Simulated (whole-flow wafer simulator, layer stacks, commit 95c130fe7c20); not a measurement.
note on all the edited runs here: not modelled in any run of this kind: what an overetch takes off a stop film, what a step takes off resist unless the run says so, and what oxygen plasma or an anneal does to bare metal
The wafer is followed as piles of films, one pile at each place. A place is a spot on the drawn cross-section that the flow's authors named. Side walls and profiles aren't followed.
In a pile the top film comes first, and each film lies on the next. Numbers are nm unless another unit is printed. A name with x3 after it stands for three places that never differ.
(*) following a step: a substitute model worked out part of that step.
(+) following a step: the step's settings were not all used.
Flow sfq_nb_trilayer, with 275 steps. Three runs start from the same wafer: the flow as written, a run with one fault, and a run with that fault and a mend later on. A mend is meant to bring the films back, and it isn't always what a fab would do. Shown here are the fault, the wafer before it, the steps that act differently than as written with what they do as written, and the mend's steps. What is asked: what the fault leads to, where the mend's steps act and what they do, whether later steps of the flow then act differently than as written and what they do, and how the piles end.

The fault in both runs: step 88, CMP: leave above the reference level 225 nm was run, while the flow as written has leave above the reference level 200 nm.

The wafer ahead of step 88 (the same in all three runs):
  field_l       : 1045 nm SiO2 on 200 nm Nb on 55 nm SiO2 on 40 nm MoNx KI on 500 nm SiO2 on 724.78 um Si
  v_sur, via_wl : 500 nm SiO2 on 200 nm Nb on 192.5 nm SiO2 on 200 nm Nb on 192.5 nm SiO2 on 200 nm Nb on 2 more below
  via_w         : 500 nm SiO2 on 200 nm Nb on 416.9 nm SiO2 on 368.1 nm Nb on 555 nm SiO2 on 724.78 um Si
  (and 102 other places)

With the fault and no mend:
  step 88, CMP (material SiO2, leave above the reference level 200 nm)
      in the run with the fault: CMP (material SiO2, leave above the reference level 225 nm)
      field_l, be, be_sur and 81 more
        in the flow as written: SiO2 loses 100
        in the run with the fault: SiO2 loses 75
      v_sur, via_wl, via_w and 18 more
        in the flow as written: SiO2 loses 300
        in the run with the fault: SiO2 loses 275
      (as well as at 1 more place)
  Steps later in the flow that act otherwise than as written (3 more steps, not shown, differ only slightly: by at most 2% or 0.5 nm, whichever is larger):
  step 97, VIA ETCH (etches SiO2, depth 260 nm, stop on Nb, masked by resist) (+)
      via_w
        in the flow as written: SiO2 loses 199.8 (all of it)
        in the run with the fault: SiO2 loses 224.8 (all of it)
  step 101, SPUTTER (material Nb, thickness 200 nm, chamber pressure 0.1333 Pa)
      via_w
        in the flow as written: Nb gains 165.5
        in the run with the fault: Nb gains 160.2
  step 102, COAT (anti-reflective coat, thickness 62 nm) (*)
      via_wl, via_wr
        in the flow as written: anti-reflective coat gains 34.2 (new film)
        in the run with the fault: anti-reflective coat gains 33.5 (new film)
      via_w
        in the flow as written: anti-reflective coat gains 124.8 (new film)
        in the run with the fault: anti-reflective coat gains 130.2 (new film)
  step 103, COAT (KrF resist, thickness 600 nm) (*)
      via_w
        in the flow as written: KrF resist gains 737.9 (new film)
        in the run with the fault: KrF resist gains 758.7 (new film)
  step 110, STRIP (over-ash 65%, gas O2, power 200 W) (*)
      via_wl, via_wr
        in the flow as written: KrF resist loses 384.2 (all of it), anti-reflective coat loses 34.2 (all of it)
        in the run with the fault: KrF resist loses 381.7 (all of it), anti-reflective coat loses 33.5 (all of it)
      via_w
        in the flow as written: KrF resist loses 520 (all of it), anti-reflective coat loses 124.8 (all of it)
        in the run with the fault: KrF resist loses 540.7 (all of it), anti-reflective coat loses 130.2 (all of it)
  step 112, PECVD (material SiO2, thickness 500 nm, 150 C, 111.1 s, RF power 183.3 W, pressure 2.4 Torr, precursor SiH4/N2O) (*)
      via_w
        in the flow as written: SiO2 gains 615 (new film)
        in the run with the fault: SiO2 gains 645.4 (new film)
  By the end, the piles at v_sur, via_wl, via_w and 29 more depart from the flow's by more than 2% or 0.5 nm, whichever is larger.
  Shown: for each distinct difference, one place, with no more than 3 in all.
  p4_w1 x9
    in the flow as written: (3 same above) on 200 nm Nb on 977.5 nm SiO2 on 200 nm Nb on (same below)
    in the run with the fault: (3 same above) on 200 nm Nb on 1002.5 nm SiO2 on 200 nm Nb on (same below)
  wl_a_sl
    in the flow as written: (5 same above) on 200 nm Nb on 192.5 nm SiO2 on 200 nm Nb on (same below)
    in the run with the fault: (5 same above) on 200 nm Nb on 217.5 nm SiO2 on 200 nm Nb on (same below)
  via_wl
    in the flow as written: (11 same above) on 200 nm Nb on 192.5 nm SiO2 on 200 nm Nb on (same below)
    in the run with the fault: (11 same above) on 200 nm Nb on 217.5 nm SiO2 on 200 nm Nb on (same below)

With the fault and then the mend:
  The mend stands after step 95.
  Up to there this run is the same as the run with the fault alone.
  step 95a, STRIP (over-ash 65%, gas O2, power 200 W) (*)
      field_l, v_sur, via_wl and 102 more
        KrF resist loses 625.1 (all of it), anti-reflective coat loses 62 (all of it)
      via_w
        anti-reflective coat loses 62 (all of it)
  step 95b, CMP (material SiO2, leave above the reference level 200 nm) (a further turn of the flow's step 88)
      field_l, v_sur, via_wl and 103 more
        SiO2 loses 25
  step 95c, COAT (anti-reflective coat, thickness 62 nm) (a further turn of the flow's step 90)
      field_l, v_sur, via_wl and 103 more
        anti-reflective coat gains 62 (new film)
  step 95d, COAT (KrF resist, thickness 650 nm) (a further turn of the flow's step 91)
      field_l, v_sur, via_wl and 103 more
        KrF resist gains 650 (new film)
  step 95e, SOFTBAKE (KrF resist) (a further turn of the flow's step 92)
      does not change any film at any place that is followed
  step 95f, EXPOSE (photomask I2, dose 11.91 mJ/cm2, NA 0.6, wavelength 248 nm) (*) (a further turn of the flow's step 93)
      does not change any film at any place that is followed
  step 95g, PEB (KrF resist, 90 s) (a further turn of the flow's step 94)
      field_l, v_sur, via_wl and 103 more
        KrF resist loses 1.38
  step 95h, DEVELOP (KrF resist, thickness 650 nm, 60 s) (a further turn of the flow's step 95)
      field_l, v_sur, via_wl and 102 more
        KrF resist loses 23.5
      via_w
        KrF resist loses 648.6 (all of it)
  Later steps of the flow that are run all act as written at every place that is followed.
  By the end, the piles equal the flow's at every place that both follow.
